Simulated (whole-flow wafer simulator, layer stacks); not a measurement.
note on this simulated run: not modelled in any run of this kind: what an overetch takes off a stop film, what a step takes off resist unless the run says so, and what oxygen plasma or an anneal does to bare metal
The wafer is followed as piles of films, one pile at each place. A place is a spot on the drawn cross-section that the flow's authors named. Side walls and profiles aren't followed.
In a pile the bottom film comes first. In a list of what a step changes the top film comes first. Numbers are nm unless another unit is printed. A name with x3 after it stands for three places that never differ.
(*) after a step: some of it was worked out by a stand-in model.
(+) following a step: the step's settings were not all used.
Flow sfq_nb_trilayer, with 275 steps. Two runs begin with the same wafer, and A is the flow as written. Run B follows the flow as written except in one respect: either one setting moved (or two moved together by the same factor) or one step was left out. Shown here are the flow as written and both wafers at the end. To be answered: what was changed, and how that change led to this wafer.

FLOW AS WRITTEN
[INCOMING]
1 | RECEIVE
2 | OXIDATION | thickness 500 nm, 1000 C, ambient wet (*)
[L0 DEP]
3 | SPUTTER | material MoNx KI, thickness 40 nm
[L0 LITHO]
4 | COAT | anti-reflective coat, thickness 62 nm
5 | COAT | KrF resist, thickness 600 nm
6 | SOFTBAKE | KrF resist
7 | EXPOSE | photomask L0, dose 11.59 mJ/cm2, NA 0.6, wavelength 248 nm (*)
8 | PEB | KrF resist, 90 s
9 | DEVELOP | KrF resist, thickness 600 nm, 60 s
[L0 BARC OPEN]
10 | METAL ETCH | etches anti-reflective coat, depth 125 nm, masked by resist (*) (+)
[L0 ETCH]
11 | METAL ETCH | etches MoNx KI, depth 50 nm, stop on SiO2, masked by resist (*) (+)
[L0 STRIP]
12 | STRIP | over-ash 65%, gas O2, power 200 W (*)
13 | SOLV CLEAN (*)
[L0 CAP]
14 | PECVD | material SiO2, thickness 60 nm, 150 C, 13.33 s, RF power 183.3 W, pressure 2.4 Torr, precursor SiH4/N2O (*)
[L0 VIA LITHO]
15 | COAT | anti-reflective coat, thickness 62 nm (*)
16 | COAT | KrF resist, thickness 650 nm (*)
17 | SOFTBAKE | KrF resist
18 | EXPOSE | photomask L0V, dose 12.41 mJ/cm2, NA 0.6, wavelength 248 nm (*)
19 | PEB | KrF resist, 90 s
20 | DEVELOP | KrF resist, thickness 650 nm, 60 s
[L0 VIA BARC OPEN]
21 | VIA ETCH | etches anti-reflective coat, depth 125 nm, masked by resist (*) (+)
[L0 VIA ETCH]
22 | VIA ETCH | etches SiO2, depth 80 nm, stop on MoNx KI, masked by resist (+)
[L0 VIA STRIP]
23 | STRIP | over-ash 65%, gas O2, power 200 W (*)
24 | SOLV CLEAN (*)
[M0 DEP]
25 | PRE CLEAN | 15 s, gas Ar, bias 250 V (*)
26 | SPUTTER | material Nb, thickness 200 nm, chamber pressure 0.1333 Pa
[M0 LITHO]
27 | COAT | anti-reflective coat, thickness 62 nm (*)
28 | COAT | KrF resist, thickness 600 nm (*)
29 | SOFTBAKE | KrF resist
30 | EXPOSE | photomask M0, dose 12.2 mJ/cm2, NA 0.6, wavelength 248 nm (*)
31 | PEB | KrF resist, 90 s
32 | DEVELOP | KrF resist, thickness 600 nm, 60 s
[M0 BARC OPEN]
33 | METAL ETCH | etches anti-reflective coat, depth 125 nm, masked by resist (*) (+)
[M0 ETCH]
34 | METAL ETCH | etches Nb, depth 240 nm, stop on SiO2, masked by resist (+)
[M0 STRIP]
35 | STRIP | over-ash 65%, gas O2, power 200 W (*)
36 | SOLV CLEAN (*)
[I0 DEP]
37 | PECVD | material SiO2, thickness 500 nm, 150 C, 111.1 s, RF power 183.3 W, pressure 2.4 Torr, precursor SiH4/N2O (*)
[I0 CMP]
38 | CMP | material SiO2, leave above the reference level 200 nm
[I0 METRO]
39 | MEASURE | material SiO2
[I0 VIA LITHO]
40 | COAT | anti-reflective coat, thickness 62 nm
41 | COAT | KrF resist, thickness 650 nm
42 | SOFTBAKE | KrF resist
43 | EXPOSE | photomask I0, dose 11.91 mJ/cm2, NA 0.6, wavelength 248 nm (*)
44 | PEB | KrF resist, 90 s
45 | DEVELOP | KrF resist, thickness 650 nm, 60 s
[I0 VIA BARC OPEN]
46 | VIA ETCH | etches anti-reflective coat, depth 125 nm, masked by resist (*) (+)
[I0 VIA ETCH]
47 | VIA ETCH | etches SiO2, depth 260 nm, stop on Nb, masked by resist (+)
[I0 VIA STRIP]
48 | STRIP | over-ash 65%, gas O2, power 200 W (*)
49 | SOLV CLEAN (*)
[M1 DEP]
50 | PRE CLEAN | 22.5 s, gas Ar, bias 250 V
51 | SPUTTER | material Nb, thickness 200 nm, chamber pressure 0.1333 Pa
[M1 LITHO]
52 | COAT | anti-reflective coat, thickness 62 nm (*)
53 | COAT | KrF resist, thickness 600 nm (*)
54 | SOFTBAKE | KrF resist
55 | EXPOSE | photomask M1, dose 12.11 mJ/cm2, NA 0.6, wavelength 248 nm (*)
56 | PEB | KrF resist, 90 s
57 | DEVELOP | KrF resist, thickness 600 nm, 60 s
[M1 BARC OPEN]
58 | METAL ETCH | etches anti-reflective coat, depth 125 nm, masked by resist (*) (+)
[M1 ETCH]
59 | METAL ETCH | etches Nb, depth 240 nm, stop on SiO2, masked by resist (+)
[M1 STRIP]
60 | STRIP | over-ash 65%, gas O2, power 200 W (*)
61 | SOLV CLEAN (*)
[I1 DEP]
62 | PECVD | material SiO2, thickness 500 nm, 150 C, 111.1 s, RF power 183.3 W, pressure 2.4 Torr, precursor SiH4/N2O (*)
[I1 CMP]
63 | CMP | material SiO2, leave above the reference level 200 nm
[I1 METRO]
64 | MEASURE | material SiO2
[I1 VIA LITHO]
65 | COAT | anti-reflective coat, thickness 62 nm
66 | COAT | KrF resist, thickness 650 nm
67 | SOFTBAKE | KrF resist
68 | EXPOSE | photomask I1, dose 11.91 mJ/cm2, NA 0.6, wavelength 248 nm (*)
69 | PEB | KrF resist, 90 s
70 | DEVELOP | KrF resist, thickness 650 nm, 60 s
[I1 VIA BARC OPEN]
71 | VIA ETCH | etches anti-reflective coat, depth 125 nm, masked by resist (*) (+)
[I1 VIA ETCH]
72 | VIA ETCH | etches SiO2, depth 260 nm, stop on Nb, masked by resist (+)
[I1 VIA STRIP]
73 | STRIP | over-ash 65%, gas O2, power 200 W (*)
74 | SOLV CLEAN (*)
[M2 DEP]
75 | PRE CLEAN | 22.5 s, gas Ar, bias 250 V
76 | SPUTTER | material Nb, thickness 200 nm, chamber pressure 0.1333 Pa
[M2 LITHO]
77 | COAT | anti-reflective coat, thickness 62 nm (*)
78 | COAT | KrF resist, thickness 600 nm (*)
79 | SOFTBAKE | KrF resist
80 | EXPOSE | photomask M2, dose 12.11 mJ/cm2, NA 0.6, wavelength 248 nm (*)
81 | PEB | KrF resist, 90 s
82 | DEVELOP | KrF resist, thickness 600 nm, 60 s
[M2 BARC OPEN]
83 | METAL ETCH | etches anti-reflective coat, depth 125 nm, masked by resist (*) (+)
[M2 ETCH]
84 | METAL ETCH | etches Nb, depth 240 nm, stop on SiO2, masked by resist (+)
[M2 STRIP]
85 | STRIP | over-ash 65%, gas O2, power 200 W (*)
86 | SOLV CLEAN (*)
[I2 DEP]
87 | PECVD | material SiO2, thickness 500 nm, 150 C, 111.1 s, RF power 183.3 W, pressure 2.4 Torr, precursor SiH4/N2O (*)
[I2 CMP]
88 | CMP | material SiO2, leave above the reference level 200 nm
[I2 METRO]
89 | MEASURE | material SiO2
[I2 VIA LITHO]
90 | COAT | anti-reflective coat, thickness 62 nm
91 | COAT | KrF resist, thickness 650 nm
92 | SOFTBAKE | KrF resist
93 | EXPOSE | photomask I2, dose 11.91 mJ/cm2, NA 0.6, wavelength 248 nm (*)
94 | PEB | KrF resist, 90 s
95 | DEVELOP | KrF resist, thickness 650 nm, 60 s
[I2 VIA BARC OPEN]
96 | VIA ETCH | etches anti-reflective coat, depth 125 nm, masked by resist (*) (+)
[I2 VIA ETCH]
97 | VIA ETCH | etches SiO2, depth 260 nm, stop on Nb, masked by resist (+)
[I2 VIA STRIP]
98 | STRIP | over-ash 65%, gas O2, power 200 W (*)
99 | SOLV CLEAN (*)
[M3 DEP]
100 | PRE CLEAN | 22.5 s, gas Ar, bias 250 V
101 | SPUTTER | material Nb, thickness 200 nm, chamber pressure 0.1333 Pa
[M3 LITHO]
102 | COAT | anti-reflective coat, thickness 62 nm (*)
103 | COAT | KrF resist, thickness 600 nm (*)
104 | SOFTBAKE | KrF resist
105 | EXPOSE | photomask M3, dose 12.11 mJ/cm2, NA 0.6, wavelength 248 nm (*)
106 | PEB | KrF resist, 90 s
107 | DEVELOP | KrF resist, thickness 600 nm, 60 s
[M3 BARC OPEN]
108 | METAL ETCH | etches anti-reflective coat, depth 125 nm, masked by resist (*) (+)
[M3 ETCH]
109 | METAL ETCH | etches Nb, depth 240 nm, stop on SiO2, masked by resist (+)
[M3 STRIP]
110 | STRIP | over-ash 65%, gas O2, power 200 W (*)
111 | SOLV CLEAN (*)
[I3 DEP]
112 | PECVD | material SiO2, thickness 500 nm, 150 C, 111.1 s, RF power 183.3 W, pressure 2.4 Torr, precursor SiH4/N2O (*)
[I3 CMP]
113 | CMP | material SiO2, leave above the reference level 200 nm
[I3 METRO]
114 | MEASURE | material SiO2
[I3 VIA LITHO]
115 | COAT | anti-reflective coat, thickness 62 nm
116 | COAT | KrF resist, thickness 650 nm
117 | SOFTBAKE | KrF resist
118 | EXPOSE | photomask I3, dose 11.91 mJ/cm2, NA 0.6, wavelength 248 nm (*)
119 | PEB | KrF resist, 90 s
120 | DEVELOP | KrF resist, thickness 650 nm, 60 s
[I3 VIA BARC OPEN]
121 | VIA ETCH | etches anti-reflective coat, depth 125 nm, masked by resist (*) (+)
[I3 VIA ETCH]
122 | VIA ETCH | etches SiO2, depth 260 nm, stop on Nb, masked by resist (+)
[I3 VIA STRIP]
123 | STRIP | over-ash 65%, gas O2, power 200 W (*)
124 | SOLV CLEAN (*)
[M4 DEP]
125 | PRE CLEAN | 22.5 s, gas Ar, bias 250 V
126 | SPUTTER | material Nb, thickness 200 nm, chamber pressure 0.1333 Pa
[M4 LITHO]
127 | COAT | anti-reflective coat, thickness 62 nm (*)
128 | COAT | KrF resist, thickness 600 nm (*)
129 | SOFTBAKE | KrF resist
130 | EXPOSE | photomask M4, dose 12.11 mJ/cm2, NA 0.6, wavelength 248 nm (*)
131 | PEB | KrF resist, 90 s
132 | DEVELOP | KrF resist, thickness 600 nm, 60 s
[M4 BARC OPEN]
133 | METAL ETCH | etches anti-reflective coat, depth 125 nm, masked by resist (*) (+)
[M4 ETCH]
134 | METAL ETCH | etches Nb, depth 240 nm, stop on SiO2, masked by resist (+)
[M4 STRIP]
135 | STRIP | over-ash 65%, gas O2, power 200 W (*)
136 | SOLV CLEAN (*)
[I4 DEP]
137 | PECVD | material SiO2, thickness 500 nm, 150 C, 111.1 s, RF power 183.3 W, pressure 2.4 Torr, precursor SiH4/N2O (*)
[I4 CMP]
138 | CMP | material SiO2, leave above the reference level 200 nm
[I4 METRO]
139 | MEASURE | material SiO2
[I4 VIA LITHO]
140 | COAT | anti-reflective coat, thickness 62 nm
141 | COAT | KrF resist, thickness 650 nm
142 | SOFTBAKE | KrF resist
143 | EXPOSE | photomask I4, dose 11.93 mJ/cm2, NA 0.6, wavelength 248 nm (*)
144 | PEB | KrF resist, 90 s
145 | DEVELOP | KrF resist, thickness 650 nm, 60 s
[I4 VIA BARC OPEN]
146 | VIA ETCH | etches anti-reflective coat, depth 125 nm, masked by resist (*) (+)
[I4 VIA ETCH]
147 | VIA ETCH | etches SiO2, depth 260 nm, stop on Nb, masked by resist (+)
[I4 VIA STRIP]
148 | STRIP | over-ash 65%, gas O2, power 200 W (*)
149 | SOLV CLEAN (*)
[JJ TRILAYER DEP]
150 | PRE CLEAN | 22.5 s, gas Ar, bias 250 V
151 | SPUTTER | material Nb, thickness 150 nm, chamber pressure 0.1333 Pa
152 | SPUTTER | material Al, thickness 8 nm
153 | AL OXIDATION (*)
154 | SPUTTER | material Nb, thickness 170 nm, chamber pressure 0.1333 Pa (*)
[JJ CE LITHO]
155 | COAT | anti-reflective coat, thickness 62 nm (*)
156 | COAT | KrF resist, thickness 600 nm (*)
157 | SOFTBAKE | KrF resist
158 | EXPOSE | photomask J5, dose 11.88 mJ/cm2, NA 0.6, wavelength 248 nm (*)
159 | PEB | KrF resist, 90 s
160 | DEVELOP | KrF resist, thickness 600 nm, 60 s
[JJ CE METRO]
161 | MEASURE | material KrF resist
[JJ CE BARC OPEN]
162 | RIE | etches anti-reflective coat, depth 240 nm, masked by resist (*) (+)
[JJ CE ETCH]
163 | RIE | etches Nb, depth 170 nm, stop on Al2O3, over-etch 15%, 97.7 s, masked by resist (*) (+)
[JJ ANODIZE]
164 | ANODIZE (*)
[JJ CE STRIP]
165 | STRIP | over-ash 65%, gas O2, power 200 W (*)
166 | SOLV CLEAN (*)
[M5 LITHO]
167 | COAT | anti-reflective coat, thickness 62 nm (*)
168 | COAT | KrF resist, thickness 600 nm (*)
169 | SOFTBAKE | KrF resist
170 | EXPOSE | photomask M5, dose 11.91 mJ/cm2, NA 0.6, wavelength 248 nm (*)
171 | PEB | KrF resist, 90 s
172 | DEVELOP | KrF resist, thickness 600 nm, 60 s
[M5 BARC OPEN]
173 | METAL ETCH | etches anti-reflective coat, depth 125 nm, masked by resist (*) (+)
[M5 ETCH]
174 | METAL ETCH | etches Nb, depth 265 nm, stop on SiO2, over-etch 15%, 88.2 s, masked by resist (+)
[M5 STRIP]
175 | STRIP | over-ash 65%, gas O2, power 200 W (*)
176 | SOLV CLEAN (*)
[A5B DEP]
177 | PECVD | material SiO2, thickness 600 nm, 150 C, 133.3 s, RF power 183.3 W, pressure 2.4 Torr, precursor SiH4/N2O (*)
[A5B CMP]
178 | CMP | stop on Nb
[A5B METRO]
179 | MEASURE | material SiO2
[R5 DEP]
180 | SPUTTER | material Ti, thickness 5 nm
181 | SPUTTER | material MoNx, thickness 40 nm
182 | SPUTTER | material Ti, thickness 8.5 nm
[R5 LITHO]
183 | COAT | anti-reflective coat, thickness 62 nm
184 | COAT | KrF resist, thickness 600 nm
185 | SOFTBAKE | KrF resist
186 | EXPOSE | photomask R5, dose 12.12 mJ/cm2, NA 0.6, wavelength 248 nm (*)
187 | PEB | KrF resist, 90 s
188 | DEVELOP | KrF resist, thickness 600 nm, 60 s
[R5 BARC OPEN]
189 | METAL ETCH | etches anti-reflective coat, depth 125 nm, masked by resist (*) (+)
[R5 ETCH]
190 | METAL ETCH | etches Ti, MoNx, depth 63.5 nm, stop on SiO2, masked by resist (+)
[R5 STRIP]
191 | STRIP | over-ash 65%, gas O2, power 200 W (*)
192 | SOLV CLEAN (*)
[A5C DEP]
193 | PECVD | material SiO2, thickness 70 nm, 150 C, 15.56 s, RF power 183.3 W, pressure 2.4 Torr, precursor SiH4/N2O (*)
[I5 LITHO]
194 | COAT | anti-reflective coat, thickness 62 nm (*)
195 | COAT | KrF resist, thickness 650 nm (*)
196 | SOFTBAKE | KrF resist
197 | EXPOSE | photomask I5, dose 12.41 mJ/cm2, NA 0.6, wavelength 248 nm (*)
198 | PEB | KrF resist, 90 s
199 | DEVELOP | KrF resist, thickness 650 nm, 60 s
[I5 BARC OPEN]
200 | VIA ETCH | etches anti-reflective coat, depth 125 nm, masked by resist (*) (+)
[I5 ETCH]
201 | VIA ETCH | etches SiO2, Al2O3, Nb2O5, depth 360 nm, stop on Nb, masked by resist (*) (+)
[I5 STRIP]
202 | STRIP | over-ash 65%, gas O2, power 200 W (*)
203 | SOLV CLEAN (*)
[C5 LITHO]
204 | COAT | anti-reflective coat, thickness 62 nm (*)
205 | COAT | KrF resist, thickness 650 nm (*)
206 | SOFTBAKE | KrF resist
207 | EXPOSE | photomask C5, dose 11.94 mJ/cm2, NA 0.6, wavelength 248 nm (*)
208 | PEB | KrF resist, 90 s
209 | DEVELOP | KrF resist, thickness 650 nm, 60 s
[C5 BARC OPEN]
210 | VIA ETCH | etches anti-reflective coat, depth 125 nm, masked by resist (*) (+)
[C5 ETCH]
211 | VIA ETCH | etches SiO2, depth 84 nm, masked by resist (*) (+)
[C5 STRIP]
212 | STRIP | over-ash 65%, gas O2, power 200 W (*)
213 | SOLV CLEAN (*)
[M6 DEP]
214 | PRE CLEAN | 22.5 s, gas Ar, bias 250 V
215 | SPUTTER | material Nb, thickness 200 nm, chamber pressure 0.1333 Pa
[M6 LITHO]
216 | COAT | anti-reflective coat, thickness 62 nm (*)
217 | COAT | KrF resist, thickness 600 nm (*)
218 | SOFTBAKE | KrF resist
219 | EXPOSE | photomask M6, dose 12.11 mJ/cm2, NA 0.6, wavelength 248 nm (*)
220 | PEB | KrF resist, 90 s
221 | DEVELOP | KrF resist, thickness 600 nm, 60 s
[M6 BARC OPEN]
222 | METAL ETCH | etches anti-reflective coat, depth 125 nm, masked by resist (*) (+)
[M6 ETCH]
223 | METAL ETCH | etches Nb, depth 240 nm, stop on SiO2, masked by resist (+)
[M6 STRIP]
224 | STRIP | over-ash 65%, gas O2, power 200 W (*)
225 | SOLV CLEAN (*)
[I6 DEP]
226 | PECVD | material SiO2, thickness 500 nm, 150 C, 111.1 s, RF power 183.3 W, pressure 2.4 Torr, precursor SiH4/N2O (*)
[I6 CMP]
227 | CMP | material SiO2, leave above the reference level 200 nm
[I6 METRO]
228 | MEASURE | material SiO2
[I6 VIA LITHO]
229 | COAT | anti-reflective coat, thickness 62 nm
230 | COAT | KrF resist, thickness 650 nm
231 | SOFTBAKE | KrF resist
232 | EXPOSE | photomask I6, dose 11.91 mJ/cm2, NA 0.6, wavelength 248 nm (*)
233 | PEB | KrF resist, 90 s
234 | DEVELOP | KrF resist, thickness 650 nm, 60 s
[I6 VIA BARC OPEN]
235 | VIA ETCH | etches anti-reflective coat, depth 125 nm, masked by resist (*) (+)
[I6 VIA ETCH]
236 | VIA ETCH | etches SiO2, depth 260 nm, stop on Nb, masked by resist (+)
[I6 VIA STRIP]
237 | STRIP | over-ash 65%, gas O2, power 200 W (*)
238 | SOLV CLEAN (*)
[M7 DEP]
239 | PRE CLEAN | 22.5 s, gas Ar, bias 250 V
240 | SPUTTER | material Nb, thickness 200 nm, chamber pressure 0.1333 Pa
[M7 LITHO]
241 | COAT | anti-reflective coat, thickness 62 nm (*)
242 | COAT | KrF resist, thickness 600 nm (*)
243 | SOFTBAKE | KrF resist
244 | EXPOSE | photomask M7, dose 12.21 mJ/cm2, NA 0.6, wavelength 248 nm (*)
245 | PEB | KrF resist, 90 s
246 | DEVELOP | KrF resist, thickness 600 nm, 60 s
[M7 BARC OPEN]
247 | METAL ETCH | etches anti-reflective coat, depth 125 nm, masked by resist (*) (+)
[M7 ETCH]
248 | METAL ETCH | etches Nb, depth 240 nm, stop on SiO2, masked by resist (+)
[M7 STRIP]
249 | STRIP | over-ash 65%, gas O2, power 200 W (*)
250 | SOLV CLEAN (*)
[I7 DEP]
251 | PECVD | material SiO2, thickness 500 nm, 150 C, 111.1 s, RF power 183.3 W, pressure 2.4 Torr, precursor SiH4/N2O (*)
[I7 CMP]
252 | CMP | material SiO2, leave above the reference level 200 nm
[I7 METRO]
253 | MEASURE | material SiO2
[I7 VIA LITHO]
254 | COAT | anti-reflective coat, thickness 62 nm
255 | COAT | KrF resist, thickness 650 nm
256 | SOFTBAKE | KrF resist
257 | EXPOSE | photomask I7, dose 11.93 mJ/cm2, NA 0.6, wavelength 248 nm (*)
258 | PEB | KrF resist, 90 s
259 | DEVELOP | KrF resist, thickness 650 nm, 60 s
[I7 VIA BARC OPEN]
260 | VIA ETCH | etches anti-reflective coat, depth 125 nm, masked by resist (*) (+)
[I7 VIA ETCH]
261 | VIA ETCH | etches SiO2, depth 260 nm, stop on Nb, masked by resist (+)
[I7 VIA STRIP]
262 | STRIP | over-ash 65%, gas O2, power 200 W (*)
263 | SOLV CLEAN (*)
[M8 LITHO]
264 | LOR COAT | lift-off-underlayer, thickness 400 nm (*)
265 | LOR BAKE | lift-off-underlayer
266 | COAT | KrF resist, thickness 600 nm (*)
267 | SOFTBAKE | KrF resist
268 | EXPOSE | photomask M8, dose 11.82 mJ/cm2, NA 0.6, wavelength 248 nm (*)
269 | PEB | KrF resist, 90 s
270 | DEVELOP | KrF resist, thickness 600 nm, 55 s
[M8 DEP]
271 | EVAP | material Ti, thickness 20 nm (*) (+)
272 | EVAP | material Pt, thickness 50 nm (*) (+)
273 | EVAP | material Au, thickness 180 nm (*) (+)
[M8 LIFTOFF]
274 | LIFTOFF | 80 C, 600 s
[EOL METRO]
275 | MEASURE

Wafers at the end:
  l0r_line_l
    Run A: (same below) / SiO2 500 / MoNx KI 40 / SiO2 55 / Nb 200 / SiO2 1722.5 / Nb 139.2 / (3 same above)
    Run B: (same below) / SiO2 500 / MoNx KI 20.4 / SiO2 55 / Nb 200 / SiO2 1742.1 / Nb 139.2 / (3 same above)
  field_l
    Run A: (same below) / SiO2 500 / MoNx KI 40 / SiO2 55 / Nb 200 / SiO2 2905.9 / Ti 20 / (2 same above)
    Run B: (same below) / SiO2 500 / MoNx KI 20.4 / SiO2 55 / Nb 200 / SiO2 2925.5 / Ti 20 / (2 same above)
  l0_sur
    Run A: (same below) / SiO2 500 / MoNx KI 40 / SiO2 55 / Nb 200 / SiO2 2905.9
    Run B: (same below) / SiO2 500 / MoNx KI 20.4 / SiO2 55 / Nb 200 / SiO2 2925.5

What caused this: step 3, SPUTTER: thickness 20.4 nm was run, though the flow has thickness 40 nm.
The wafer itself shows it: l0r_line_l has MoNx KI 20.4, and step 3 as written asks for 40 nm.

The path from the change to this, step by step:
  3 | SPUTTER | material MoNx KI, thickness 40 nm
      field_l, v_sur, via_wl and 103 more: A MoNx KI gains 40 (new film) | B MoNx KI gains 20.4 (new film)
  11 | METAL ETCH | etches MoNx KI, depth 50 nm, stop on SiO2, masked by resist (*) (+)
      v_sur, via_wl, via_w and 97 more: A MoNx KI loses 40 (all of it) | B MoNx KI loses 20.4 (all of it)
      field_l, l0_sur, l0v, l0r_line_l, l0r_line_c, l0r_line_r: A KrF resist loses 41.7 | B KrF resist loses 25.5
  12 | STRIP | over-ash 65%, gas O2, power 200 W (*)
      field_l, l0_sur, l0v, l0r_line_l, l0r_line_c, l0r_line_r: A KrF resist loses 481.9 (all of it), anti-reflective coat loses 62 (all of it) | B KrF resist loses 498.1 (all of it), anti-reflective coat loses 62 (all of it)
  15 | COAT | anti-reflective coat, thickness 62 nm (*)
      l0r_line_c, l0r_line_r: A anti-reflective coat gains 59 (new film) | B anti-reflective coat gains 60.3 (new film)
      field_l: A anti-reflective coat gains 56.7 (new film) | B anti-reflective coat gains 59 (new film)
      (and at 4 other places as well)
  23 | STRIP | over-ash 65%, gas O2, power 200 W (*)
      l0r_line_c, l0r_line_r: A KrF resist loses 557 (all of it), anti-reflective coat loses 59 (all of it) | B KrF resist loses 558.4 (all of it), anti-reflective coat loses 60.3 (all of it)
      field_l: A KrF resist loses 551.4 (all of it), anti-reflective coat loses 56.7 (all of it) | B KrF resist loses 555.6 (all of it), anti-reflective coat loses 59 (all of it)
      (and at 4 other places as well)
  27 | COAT | anti-reflective coat, thickness 62 nm (*)
      l0r_line_l, l0r_line_c: A anti-reflective coat gains 59 (new film) | B anti-reflective coat gains 60.3 (new film)
      field_l: A anti-reflective coat gains 56.9 (new film) | B anti-reflective coat gains 59.2 (new film)
      (and at 5 other places as well)
  35 | STRIP | over-ash 65%, gas O2, power 200 W (*)
      l0r_line_l, l0r_line_c: A KrF resist loses 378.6 (all of it), anti-reflective coat loses 59 (all of it) | B KrF resist loses 380.5 (all of it), anti-reflective coat loses 60.3 (all of it)
      field_l: A KrF resist loses 372.9 (all of it), anti-reflective coat loses 56.9 (all of it) | B KrF resist loses 377.5 (all of it), anti-reflective coat loses 59.2 (all of it)
      (and at 5 other places as well)
  38 | CMP | material SiO2, leave above the reference level 200 nm
      field_l, l0_sur, l0r_line_l, l0r_line_c, l0r_line_r: A SiO2 loses 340 | B SiO2 loses 320.4
      l0v: A SiO2 loses 277.8 | B SiO2 loses 258.2
